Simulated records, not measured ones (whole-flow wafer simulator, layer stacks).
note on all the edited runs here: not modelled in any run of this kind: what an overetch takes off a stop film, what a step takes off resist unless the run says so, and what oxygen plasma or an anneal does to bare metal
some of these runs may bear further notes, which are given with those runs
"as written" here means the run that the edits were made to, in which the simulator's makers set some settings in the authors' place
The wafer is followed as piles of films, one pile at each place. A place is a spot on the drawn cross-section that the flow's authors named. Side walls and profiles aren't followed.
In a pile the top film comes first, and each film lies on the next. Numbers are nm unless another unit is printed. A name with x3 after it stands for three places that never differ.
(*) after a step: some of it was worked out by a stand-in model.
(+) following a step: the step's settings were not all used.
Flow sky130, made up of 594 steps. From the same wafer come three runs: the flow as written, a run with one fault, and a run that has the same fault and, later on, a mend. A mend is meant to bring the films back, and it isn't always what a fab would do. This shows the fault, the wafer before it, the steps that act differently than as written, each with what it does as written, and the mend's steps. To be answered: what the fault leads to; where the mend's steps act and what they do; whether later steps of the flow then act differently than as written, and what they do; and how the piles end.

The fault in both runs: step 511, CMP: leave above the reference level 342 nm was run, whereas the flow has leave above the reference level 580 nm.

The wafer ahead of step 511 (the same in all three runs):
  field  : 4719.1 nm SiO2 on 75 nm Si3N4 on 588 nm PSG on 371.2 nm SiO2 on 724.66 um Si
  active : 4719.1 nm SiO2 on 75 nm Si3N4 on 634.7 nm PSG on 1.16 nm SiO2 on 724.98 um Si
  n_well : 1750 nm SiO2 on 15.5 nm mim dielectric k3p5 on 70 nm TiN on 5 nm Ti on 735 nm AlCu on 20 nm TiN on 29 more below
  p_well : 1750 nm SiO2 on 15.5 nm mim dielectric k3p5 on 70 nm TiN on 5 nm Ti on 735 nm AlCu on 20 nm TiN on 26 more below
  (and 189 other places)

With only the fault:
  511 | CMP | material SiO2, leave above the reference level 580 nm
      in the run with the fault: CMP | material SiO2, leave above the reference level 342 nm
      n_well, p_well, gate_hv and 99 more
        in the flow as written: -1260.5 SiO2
        in the run with the fault: -1498.5 SiO2
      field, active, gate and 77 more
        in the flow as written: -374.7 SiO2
        in the run with the fault: -612.7 SiO2
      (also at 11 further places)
  Steps later in the flow that act otherwise than as written:
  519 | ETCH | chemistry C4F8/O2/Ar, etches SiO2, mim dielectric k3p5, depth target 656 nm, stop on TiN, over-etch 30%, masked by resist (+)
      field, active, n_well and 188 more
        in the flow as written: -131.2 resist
        in the run with the fault: -69.6 resist
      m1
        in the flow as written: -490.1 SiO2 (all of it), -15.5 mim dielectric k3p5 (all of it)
        in the run with the fault: -252.1 SiO2 (all of it), -15.5 mim dielectric k3p5 (all of it)
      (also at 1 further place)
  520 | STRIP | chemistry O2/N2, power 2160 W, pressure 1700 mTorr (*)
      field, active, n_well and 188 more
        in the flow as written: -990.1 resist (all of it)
        in the run with the fault: -1051.7 resist (all of it)
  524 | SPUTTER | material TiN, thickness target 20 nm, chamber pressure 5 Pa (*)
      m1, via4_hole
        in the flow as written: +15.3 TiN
        in the run with the fault: +17.1 TiN
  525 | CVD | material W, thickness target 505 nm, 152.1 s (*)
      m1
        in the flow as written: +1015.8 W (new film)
        in the run with the fault: +579.2 W (new film)
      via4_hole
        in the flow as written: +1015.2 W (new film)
        in the run with the fault: +580.3 W (new film)
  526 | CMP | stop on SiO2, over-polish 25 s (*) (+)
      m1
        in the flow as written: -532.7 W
        in the run with the fault: -335.9 W
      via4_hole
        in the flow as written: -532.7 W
        in the run with the fault: -337.7 W
  By the end, the piles at field, active, n_well and 190 more depart from the flow's by more than 2% or 0.5 nm, whichever is larger.
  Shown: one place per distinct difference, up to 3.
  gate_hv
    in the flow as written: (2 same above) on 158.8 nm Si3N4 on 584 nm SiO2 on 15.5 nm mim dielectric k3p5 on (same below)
    in the run with the fault: (2 same above) on 158.8 nm Si3N4 on 346 nm SiO2 on 15.5 nm mim dielectric k3p5 on (same below)
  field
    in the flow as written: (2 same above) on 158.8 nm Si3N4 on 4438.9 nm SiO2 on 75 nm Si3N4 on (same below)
    in the run with the fault: (2 same above) on 158.8 nm Si3N4 on 4200.9 nm SiO2 on 75 nm Si3N4 on (same below)
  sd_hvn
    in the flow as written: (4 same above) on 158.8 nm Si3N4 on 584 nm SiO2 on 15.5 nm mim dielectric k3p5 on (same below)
    in the run with the fault: (4 same above) on 158.8 nm Si3N4 on 346 nm SiO2 on 15.5 nm mim dielectric k3p5 on (same below)

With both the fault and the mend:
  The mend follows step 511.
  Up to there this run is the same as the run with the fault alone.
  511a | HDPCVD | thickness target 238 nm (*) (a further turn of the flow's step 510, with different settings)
      field, active, n_well and 190 more
        +238 SiO2
  None of the later steps of the flow acts differently than as written at any place that is followed.
  By the end, the piles equal the flow's at every place that both follow.
